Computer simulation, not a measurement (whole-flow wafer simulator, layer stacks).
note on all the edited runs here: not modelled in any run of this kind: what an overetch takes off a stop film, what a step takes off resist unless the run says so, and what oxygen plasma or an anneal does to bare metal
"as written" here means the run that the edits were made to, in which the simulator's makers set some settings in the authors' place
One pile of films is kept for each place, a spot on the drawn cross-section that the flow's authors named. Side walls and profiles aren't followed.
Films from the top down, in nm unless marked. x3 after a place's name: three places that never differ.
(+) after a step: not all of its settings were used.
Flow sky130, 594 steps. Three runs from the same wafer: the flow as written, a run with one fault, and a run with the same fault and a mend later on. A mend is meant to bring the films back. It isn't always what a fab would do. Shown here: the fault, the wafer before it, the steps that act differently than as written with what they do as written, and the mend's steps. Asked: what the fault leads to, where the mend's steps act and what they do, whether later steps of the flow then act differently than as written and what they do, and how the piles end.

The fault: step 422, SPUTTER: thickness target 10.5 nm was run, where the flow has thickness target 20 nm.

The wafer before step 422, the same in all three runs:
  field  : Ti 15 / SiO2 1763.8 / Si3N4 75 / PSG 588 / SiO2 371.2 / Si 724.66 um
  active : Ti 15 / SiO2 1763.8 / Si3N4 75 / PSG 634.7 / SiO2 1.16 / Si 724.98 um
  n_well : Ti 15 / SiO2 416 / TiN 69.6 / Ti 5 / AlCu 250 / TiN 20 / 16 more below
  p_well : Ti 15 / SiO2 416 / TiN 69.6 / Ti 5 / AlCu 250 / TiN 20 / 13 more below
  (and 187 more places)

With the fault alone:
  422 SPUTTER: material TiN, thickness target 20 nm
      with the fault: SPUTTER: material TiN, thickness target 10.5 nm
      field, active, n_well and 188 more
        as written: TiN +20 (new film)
        with the fault: TiN +10.5 (new film)
  Later steps of the flow that act differently than as written (6 more steps differ only slightly, by at most 2% or 0.5 nm, whichever is larger, and aren't shown):
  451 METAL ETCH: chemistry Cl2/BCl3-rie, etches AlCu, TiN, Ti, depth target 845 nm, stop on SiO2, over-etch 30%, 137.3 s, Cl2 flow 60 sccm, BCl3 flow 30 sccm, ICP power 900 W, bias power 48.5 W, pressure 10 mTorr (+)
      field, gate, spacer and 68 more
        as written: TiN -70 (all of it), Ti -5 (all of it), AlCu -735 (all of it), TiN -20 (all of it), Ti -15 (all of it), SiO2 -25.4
        with the fault: TiN -70 (all of it), Ti -5 (all of it), AlCu -735 (all of it), TiN -10.5 (all of it), Ti -15 (all of it), SiO2 -26.3
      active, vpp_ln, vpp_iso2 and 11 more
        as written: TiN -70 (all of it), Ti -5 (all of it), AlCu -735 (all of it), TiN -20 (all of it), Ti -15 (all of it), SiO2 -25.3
        with the fault: TiN -70 (all of it), Ti -5 (all of it), AlCu -735 (all of it), TiN -10.5 (all of it), Ti -15 (all of it), SiO2 -26.3
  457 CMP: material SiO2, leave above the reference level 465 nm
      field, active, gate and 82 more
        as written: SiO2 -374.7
        with the fault: SiO2 -383.2
  At the end the piles differ from the flow's by more than 2% or 0.5 nm, whichever is larger, at n_well, p_well, gate_hv and 104 more.
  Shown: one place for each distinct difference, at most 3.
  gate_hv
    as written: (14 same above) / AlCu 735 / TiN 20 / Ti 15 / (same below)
    with the fault: (14 same above) / AlCu 735 / TiN 10.5 / Ti 15 / (same below)
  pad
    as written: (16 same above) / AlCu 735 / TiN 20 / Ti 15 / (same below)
    with the fault: (16 same above) / AlCu 735 / TiN 10.5 / Ti 15 / (same below)
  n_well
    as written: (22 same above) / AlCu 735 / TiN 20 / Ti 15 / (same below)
    with the fault: (22 same above) / AlCu 735 / TiN 10.5 / Ti 15 / (same below)

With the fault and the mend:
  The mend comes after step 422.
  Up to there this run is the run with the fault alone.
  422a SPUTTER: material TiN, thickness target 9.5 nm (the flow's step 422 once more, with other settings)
      field, active, n_well and 188 more
        TiN +9.5
  No later step of the flow acts differently than as written at any place that is followed.
  At the end the piles are the same as the flow's at every place that both follow.
